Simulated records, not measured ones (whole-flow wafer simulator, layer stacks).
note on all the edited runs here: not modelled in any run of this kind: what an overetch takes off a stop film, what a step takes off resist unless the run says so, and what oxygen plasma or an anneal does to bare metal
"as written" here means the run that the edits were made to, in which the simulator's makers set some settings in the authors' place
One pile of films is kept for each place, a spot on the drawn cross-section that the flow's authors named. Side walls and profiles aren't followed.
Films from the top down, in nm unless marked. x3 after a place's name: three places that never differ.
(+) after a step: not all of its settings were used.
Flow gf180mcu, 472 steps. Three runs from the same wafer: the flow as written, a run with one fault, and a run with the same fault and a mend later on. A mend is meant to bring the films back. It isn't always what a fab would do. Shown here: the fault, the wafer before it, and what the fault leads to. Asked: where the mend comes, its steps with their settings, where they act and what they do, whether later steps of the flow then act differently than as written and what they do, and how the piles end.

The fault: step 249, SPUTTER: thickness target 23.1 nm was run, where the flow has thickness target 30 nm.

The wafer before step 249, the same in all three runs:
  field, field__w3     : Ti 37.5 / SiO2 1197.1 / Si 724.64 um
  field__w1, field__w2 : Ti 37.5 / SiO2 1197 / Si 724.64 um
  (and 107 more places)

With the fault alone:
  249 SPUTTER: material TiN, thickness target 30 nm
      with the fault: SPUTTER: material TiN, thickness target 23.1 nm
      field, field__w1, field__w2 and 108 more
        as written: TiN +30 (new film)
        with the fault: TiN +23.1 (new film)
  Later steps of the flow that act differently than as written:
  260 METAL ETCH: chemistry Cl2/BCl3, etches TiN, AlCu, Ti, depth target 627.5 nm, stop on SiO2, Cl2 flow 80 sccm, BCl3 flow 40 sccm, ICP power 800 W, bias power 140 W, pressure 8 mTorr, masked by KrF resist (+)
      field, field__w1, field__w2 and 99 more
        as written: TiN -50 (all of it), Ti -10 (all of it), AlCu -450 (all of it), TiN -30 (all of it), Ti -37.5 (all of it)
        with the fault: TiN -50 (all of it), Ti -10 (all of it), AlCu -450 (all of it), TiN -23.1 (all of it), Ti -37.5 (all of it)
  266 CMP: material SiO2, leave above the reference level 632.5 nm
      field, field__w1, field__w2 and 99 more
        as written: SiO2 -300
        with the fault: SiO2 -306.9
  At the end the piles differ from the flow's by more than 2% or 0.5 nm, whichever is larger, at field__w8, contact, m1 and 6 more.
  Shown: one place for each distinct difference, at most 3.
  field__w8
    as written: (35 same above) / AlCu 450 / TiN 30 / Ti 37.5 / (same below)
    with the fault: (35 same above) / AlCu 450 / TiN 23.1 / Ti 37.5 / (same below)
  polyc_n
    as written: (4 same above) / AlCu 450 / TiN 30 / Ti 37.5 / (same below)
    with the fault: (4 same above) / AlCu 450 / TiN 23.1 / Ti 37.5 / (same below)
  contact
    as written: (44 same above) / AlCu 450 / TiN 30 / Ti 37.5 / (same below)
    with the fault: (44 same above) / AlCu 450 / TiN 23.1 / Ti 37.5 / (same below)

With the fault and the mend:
  The mend comes after step 249.
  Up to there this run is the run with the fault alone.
  249a SPUTTER: material TiN, thickness target 6.9 nm (the flow's step 249 once more, with other settings)
      field, field__w1, field__w2 and 108 more
        TiN +6.9
  No later step of the flow acts differently than as written at any place that is followed.
  At the end the piles are the same as the flow's at every place that both follow.
